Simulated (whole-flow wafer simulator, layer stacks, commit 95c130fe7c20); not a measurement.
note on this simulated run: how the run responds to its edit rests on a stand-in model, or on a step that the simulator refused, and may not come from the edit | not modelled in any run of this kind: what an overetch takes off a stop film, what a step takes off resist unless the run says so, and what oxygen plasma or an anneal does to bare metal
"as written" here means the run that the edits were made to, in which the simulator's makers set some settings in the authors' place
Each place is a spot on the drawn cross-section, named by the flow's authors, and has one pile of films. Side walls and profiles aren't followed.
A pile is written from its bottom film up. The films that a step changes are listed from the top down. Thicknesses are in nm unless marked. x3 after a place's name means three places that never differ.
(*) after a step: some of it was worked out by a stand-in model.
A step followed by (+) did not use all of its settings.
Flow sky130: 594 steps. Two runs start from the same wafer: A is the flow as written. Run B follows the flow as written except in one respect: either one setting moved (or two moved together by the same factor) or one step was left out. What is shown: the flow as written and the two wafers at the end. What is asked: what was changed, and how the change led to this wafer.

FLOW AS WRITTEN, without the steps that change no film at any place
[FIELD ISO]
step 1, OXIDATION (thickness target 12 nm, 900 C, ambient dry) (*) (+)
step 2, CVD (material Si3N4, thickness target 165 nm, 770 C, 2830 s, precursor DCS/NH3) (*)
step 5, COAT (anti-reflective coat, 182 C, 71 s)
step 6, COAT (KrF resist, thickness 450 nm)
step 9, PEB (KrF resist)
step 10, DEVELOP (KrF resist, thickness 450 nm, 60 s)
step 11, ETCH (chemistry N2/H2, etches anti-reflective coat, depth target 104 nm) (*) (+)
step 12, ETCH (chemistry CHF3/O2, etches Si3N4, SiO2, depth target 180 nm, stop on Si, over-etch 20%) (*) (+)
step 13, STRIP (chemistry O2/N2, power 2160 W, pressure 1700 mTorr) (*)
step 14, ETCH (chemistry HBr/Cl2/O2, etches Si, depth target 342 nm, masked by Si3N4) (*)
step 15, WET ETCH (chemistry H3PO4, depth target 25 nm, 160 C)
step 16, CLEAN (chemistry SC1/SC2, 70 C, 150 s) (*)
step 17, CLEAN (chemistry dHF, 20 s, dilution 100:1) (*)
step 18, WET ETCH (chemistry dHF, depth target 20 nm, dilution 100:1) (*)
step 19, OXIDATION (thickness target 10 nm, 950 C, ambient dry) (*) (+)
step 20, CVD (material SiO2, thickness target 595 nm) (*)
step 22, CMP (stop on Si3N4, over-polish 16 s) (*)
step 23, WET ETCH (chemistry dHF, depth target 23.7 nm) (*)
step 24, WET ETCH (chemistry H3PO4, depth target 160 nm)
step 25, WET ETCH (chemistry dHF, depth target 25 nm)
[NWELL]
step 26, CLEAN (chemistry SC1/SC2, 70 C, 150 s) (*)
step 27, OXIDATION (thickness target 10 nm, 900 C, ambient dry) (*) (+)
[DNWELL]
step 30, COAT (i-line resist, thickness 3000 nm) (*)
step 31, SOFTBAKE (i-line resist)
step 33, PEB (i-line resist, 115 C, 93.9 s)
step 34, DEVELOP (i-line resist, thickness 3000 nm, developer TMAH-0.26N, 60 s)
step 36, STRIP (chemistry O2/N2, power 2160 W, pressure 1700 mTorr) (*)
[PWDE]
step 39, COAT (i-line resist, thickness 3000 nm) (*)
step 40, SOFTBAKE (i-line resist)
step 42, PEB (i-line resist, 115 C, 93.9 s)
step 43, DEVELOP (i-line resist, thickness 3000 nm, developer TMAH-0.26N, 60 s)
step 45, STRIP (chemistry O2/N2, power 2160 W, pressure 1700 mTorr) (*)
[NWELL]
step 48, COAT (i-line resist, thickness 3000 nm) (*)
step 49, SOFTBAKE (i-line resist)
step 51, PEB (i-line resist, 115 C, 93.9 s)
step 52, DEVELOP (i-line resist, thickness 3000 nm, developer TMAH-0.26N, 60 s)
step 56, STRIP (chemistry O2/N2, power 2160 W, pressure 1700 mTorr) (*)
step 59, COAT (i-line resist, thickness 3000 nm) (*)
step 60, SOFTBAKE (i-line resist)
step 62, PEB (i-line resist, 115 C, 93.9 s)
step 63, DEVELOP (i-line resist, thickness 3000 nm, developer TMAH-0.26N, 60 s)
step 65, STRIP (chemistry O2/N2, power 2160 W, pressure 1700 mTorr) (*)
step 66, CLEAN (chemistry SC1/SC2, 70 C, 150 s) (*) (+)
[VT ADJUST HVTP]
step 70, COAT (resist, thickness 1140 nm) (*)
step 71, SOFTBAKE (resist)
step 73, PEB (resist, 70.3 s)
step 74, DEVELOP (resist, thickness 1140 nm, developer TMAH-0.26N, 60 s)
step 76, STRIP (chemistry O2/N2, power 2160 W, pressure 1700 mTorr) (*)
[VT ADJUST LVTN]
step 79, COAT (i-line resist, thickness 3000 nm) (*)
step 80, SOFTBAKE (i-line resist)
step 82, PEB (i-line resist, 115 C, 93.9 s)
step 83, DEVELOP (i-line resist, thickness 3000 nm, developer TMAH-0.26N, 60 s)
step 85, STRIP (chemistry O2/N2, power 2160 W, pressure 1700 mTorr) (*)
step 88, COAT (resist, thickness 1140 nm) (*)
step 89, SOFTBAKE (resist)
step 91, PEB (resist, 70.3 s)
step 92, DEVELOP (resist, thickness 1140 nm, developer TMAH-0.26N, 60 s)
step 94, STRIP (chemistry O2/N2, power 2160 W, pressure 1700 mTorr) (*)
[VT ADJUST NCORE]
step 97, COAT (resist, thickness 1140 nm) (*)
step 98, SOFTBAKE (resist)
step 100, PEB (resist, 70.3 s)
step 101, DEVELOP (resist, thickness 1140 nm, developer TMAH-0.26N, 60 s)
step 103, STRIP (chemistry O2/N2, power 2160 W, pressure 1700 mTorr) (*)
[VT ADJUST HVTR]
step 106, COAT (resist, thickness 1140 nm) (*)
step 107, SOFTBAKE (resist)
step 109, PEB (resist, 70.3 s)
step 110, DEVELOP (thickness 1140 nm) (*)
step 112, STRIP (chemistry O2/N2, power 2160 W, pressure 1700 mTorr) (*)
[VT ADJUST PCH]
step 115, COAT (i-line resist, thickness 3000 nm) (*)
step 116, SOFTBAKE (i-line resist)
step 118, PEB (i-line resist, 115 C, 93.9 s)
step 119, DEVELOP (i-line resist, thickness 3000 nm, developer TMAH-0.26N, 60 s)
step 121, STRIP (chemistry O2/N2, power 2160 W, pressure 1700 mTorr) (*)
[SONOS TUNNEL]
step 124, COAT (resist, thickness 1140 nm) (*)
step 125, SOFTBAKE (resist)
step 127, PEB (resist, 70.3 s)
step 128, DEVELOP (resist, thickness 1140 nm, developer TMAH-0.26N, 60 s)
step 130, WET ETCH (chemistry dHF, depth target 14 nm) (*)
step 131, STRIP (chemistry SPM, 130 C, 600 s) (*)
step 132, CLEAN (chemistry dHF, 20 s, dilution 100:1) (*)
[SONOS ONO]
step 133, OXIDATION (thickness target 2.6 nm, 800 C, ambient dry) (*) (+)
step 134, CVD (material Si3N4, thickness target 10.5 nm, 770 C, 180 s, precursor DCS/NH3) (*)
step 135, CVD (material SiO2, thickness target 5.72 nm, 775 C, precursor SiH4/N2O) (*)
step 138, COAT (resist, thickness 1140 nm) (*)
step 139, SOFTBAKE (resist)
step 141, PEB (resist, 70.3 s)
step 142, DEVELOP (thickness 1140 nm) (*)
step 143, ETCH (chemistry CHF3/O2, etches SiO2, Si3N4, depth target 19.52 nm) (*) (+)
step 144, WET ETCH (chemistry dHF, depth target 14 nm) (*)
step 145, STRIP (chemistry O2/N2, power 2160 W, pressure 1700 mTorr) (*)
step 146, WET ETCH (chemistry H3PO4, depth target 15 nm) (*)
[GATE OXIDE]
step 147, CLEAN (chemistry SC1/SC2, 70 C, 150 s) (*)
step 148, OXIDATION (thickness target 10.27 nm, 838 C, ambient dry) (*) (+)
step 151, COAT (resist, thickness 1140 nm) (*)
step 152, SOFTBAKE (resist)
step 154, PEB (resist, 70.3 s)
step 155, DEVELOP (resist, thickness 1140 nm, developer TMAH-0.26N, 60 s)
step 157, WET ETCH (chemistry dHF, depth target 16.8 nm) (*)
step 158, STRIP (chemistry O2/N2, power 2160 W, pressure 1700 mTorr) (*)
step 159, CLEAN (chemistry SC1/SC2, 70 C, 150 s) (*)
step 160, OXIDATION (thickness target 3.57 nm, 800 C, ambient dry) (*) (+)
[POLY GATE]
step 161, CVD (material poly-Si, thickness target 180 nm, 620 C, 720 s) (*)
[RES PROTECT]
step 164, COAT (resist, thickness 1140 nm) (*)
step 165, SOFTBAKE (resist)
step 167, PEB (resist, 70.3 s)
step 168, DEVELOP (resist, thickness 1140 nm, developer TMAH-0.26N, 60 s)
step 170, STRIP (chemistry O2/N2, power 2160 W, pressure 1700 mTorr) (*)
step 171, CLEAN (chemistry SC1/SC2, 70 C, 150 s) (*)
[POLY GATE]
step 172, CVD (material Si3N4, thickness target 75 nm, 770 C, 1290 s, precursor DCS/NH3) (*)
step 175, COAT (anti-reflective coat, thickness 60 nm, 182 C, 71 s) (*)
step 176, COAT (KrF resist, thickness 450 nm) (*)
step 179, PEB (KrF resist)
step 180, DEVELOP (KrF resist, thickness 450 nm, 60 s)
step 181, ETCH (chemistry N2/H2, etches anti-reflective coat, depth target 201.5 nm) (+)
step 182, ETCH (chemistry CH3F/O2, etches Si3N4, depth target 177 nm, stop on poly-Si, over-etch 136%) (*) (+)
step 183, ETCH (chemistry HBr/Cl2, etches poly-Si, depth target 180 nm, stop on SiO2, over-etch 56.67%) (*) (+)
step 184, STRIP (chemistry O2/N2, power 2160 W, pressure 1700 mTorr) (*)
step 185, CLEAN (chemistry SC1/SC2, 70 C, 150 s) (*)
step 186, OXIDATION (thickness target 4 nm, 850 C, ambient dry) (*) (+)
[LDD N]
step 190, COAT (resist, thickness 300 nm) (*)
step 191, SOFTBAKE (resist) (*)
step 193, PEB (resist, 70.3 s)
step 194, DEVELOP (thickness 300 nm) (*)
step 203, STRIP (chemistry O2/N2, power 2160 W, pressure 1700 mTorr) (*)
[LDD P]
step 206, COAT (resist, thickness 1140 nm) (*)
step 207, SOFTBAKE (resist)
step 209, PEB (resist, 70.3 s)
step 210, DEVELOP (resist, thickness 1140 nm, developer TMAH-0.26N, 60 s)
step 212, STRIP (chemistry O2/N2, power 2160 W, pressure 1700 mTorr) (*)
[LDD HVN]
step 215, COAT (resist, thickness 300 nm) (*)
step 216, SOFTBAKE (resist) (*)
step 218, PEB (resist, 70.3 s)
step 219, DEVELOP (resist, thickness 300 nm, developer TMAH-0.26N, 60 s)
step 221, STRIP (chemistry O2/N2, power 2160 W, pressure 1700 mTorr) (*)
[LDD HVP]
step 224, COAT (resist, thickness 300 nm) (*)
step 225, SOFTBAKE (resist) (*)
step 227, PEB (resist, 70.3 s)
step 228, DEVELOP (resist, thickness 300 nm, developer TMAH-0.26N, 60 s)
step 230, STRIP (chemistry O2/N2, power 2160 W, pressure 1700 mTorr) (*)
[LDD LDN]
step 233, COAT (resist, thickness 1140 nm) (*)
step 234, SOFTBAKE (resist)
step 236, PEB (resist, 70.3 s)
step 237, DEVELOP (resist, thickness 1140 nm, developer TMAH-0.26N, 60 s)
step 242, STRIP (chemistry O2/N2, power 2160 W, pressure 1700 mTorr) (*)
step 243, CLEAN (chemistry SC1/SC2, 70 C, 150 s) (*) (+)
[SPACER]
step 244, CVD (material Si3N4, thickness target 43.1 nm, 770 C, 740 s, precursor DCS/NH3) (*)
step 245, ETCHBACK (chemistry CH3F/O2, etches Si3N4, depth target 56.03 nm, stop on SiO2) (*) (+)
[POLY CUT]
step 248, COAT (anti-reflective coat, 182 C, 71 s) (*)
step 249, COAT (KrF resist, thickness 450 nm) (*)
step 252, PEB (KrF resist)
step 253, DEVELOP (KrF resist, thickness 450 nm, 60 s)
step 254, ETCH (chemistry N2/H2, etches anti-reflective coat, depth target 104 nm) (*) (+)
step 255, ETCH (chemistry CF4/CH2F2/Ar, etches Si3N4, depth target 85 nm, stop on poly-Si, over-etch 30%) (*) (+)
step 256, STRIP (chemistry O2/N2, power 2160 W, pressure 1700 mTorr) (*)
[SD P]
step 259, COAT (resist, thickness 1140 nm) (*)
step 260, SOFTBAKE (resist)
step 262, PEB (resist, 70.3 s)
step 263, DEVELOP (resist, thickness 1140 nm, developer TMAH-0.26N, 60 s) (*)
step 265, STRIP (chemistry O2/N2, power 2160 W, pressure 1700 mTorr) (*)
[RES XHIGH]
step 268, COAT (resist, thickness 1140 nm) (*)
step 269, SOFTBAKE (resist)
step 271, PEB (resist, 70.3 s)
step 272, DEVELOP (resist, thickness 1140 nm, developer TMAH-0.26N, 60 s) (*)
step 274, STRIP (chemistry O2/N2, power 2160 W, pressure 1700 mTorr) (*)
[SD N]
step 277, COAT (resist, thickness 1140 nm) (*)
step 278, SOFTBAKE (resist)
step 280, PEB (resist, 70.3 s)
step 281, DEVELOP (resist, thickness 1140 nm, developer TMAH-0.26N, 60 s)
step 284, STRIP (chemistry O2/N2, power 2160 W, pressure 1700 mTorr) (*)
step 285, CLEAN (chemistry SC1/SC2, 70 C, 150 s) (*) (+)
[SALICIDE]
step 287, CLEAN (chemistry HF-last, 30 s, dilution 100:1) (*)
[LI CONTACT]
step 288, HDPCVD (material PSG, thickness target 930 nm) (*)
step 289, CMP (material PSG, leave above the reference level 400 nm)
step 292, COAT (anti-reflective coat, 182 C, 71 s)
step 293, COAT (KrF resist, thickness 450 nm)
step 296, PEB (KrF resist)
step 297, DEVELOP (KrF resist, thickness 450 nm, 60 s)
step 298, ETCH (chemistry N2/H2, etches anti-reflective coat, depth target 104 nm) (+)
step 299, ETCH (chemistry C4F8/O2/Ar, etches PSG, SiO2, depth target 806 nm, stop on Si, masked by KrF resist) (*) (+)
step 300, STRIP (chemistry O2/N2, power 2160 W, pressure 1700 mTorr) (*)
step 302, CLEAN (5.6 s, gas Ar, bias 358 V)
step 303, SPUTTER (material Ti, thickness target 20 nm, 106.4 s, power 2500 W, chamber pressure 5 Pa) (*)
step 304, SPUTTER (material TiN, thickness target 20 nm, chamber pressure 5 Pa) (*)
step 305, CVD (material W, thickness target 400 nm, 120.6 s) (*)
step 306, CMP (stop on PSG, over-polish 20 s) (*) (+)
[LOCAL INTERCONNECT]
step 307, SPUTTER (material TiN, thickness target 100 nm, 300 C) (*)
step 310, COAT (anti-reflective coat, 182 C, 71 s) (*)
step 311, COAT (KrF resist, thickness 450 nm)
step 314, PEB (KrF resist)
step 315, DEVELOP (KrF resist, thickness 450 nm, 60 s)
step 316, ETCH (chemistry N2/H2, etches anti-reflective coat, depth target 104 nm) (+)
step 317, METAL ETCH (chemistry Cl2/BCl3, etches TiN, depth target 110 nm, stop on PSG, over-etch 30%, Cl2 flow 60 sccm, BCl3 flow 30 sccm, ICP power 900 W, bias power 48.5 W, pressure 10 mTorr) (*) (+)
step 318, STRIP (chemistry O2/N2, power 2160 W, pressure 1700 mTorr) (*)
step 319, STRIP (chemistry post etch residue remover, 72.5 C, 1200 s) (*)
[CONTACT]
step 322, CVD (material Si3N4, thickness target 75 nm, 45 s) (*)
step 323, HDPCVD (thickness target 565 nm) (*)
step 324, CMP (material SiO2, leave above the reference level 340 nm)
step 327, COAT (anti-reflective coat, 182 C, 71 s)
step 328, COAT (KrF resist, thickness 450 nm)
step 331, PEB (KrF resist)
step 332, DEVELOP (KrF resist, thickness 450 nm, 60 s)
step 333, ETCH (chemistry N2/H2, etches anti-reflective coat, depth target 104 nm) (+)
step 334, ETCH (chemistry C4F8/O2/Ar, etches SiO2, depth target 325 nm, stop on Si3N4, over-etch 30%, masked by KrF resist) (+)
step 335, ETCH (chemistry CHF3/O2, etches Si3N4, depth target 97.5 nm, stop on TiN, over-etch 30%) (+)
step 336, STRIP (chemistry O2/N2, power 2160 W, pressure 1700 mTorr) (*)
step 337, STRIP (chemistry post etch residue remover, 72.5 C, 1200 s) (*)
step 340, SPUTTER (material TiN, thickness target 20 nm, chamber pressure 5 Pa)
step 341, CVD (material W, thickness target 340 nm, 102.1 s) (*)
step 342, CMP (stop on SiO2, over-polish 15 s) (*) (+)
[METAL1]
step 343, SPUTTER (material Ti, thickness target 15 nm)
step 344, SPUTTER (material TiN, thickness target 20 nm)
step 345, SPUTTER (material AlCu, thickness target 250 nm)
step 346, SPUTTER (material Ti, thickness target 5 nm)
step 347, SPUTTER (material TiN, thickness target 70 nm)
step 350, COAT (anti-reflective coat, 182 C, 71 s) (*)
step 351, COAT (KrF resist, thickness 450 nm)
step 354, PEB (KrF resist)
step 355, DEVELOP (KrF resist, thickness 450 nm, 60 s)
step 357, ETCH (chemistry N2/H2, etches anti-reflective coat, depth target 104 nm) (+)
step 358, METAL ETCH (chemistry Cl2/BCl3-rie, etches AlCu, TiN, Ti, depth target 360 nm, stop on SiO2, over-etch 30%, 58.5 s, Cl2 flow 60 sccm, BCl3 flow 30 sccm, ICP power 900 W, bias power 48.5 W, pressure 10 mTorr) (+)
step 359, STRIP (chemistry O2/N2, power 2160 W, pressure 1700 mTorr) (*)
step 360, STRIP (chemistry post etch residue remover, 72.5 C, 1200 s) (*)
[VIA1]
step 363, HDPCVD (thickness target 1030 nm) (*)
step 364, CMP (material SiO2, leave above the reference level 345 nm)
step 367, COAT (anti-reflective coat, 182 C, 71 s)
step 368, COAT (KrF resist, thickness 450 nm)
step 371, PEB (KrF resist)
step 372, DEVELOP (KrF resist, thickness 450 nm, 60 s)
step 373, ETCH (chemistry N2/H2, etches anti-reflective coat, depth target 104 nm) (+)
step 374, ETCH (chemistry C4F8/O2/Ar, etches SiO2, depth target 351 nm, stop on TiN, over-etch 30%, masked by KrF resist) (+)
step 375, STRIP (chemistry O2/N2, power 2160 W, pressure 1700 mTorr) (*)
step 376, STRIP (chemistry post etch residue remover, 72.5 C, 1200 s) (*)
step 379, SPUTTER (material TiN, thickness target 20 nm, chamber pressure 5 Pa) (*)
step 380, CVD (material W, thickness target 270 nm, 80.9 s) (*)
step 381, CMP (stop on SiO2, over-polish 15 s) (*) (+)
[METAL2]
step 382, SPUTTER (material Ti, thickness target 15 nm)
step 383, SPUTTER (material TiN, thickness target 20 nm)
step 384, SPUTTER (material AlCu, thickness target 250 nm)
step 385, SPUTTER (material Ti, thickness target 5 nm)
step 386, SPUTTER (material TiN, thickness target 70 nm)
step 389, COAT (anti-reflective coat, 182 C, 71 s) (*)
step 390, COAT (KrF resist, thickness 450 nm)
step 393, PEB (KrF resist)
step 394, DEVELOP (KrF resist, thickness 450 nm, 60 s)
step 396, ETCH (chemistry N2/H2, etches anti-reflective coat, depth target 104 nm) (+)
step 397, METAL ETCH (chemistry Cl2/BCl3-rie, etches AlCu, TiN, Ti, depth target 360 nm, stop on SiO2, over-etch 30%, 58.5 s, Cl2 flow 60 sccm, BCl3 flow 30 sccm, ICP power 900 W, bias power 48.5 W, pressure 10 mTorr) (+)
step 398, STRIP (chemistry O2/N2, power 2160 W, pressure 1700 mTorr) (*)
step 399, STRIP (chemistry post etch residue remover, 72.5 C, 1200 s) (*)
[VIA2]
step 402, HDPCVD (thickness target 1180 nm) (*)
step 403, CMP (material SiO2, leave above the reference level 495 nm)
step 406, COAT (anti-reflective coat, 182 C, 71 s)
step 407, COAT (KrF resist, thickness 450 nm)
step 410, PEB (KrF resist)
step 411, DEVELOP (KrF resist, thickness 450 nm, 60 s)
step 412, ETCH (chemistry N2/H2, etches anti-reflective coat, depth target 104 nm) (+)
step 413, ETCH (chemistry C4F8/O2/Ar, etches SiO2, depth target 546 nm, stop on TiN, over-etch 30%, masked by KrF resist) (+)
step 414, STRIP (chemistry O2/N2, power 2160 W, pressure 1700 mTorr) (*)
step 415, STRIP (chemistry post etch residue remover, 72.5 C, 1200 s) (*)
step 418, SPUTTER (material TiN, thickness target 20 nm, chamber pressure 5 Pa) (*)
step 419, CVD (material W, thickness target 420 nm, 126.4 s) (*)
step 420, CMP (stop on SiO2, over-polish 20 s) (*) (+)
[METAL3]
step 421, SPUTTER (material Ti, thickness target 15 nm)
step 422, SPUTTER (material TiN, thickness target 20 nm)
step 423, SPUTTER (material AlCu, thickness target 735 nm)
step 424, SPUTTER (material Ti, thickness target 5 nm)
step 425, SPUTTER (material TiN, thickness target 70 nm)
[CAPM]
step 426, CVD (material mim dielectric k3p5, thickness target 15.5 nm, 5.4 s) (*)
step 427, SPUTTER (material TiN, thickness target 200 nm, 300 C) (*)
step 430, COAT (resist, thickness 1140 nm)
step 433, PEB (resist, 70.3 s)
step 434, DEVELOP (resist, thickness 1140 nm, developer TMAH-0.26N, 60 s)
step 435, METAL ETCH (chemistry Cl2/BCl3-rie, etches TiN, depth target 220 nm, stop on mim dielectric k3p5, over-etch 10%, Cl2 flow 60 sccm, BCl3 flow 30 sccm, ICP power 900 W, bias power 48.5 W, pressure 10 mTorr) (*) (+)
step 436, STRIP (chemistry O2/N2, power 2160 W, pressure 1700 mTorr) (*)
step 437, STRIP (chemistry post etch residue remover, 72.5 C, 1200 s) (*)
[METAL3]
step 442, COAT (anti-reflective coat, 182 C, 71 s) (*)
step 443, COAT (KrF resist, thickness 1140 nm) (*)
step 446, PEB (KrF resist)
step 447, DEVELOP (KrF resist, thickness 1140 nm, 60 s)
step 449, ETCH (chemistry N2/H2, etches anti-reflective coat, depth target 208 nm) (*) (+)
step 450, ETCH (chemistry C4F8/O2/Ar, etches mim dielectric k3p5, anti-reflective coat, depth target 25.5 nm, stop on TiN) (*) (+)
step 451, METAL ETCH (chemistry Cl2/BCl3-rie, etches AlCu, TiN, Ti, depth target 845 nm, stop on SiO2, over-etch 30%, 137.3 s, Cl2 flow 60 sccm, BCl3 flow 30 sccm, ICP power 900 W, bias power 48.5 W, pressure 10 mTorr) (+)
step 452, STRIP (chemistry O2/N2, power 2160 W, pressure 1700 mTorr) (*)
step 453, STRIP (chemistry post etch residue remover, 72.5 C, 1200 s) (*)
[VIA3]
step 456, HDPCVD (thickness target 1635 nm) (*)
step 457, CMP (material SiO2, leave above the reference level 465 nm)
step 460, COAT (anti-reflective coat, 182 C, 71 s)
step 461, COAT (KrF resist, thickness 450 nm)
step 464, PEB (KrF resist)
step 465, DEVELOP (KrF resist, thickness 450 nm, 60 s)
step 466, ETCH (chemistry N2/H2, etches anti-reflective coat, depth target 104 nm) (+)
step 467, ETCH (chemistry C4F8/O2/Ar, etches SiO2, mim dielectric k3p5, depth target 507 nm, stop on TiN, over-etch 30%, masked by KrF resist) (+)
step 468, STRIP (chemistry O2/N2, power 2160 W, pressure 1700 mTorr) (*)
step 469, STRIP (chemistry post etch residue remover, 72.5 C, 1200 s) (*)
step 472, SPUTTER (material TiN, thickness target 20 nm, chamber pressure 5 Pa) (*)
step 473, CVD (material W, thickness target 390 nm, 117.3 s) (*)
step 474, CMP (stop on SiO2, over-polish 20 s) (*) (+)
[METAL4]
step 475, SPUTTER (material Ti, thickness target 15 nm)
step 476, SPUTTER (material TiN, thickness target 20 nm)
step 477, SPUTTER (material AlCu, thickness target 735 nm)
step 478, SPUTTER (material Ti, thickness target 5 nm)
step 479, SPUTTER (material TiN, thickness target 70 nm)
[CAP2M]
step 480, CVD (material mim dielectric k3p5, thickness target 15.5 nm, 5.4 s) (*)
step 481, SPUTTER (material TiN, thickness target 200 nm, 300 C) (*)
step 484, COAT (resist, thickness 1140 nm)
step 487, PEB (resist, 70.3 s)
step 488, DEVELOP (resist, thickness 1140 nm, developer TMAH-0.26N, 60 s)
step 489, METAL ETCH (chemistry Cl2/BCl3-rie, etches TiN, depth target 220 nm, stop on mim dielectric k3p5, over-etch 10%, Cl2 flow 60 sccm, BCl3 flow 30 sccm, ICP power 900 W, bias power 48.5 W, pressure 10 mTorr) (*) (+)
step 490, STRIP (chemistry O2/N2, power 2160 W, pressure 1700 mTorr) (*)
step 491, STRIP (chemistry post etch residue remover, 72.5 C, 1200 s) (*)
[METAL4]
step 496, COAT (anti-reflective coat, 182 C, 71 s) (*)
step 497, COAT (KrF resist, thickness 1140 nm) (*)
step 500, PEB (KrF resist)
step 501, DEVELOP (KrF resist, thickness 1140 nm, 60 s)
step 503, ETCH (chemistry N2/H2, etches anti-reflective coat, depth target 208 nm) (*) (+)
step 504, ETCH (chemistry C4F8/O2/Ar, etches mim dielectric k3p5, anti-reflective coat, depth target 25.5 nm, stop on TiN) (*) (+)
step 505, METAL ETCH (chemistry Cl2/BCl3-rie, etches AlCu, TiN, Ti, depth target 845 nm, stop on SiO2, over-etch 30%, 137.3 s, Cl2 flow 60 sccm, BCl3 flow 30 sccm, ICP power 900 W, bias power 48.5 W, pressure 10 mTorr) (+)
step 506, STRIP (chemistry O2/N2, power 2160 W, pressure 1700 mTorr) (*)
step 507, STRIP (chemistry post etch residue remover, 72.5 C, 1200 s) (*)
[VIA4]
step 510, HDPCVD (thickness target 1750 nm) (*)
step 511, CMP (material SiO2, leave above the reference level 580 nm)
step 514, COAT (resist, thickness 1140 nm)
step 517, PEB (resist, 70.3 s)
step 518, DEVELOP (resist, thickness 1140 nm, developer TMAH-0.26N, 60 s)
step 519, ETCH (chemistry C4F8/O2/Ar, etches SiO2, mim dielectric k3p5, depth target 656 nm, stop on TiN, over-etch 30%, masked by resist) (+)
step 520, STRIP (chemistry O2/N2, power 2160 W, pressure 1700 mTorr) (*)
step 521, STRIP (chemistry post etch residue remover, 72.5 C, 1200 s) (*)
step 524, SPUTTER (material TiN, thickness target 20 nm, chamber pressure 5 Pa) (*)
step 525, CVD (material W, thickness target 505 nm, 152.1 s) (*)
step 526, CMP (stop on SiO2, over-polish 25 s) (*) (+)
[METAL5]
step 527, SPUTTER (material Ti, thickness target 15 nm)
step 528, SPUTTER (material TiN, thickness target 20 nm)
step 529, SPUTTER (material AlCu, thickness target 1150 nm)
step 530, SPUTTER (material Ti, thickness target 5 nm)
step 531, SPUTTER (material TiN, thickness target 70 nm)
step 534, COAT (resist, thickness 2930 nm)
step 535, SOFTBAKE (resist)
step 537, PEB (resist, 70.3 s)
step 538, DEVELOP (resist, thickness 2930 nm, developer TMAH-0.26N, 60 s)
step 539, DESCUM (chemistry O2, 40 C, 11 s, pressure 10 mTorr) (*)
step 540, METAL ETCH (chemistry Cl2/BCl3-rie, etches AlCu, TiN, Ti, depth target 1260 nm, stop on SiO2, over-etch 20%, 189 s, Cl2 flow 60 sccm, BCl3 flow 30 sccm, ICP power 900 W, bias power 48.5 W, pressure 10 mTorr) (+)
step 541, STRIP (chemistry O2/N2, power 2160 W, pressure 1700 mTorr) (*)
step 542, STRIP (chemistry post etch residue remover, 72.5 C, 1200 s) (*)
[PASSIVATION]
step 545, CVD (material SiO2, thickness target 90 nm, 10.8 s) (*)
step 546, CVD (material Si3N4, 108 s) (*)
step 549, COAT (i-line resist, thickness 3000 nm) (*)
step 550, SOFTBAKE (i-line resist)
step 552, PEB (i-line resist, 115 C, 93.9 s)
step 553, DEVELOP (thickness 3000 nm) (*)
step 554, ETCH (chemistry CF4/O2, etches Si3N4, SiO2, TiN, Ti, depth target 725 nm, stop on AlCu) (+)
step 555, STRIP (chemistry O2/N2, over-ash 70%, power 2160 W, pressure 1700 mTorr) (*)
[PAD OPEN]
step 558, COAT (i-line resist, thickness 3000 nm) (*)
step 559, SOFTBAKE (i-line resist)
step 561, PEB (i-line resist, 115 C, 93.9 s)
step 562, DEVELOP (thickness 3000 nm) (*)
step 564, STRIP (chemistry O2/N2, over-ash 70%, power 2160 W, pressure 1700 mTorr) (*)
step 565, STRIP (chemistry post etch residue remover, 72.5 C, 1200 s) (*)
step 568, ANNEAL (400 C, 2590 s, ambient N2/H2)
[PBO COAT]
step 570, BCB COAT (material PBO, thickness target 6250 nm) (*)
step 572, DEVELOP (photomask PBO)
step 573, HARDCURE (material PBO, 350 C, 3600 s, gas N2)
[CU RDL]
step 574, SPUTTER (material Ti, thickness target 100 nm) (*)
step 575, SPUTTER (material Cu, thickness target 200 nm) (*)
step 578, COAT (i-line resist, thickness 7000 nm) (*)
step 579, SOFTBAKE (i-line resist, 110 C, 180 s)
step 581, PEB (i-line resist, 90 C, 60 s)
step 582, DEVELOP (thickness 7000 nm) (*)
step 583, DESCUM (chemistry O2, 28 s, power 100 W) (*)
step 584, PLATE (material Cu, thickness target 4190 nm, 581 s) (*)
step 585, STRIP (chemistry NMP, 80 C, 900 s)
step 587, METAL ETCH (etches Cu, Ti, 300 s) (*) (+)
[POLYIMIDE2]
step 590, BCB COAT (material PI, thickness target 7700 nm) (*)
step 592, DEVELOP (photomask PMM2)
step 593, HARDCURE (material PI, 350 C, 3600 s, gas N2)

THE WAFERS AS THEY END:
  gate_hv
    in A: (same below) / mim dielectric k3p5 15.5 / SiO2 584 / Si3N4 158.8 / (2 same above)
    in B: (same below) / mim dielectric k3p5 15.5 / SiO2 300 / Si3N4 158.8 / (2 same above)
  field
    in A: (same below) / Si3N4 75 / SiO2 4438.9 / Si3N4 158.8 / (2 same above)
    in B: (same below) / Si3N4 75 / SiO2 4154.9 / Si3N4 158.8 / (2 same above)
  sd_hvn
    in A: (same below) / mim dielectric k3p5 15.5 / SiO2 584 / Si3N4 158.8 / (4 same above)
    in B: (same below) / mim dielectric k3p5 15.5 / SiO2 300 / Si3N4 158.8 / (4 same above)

The reason: step 511, CMP: leave above the reference level 296 nm was run, though the flow has leave above the reference level 580 nm.

Step by step, how the change led to this:
  step 511, CMP (material SiO2, leave above the reference level 580 nm)
      n_well, p_well, gate_hv and 99 more: A -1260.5 SiO2 | B -1544.5 SiO2
      field, active, gate and 77 more: A -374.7 SiO2 | B -658.7 SiO2
      (also at 11 further places)
  step 519, ETCH (chemistry C4F8/O2/Ar, etches SiO2, mim dielectric k3p5, depth target 656 nm, stop on TiN, over-etch 30%, masked by resist) (+)
      field, active, n_well and 188 more: A -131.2 resist | B -57.6 resist
      m1: A -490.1 SiO2 (all of it), -15.5 mim dielectric k3p5 (all of it) | B -206.1 SiO2 (all of it), -15.5 mim dielectric k3p5 (all of it)
      (also at 1 further place)
  step 520, STRIP (chemistry O2/N2, power 2160 W, pressure 1700 mTorr) (*)
      field, active, n_well and 188 more: A -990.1 resist (all of it) | B -1063.7 resist (all of it)
  step 524, SPUTTER (material TiN, thickness target 20 nm, chamber pressure 5 Pa) (*)
      m1, via4_hole: A +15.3 TiN | B +17.5 TiN
  step 525, CVD (material W, thickness target 505 nm, 152.1 s) (*)
      m1: A +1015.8 W (new film) | B +532.8 W (new film)
      via4_hole: A +1015.2 W (new film) | B +533.9 W (new film)
  step 526, CMP (stop on SiO2, over-polish 25 s) (*) (+)
      m1: A -532.7 W | B -335.9 W
      via4_hole: A -532.7 W | B -337.7 W
